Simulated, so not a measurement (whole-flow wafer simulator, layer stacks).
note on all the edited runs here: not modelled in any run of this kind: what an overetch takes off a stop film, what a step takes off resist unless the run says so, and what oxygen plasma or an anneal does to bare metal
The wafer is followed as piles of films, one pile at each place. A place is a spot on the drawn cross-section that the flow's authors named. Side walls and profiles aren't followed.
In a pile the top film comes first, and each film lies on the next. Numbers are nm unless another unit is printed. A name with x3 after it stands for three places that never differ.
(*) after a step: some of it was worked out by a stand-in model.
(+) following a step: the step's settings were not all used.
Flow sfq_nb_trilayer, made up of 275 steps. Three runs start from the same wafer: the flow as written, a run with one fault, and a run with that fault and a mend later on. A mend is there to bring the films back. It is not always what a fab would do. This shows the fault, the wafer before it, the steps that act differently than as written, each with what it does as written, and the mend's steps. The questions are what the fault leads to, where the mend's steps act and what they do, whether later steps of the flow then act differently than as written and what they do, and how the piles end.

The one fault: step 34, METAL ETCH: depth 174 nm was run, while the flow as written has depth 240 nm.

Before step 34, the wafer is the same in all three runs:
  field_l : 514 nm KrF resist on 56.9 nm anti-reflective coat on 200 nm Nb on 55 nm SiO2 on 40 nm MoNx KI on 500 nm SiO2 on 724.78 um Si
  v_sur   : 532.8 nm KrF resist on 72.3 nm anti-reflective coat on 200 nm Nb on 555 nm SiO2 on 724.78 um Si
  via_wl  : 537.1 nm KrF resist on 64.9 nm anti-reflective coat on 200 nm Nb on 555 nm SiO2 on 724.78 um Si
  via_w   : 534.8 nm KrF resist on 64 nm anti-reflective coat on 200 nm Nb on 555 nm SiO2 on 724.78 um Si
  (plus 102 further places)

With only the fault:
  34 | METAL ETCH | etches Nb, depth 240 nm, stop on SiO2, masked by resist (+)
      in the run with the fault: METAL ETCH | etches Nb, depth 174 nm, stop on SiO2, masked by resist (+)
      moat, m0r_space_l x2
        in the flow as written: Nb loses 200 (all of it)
        in the run with the fault: Nb loses 174
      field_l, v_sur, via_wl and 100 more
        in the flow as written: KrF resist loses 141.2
        in the run with the fault: KrF resist loses 102.4
  Steps later in the flow that act otherwise than as written:
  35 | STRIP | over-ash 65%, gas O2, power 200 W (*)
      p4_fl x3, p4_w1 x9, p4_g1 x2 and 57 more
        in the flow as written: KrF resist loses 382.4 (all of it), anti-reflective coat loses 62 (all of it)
        in the run with the fault: KrF resist loses 421.2 (all of it), anti-reflective coat loses 62 (all of it)
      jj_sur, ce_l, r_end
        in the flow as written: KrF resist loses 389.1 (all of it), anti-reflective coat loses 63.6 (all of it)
        in the run with the fault: KrF resist loses 427.9 (all of it), anti-reflective coat loses 63.6 (all of it)
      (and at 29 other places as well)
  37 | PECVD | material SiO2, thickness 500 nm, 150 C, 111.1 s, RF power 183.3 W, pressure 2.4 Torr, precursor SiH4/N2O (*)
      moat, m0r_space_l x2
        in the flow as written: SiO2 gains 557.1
        in the run with the fault: SiO2 gains 531.1 (new film)
  At moat, m0r_space_l x2, the piles at the end differ from the flow's by more than 2% or 0.5 nm, whichever is larger.
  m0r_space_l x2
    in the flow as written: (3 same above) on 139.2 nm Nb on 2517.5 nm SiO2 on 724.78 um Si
    in the run with the fault: (3 same above) on 139.2 nm Nb on 1936.5 nm SiO2 on 26 nm Nb on 555 nm SiO2 on 724.78 um Si
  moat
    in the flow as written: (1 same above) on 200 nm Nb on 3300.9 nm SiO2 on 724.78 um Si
    in the run with the fault: (1 same above) on 200 nm Nb on 2719.9 nm SiO2 on 26 nm Nb on 555 nm SiO2 on 724.78 um Si

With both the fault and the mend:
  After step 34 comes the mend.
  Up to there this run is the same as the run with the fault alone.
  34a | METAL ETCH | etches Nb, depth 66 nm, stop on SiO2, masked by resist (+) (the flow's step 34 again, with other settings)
      field_l, v_sur, via_wl and 100 more
        KrF resist loses 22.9
      moat, m0r_space_l x2
        Nb loses 26 (all of it)
  Steps later in the flow that act otherwise than as written:
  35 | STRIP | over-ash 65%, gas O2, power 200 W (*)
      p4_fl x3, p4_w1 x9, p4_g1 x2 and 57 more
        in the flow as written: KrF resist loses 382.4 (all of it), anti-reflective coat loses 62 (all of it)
        in the run with the mend: KrF resist loses 398.3 (all of it), anti-reflective coat loses 62 (all of it)
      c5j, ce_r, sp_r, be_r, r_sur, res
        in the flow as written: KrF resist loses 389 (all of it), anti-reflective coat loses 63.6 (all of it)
        in the run with the mend: KrF resist loses 404.9 (all of it), anti-reflective coat loses 63.6 (all of it)
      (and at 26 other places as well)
  The piles end the same as the flow's at every place that both follow.
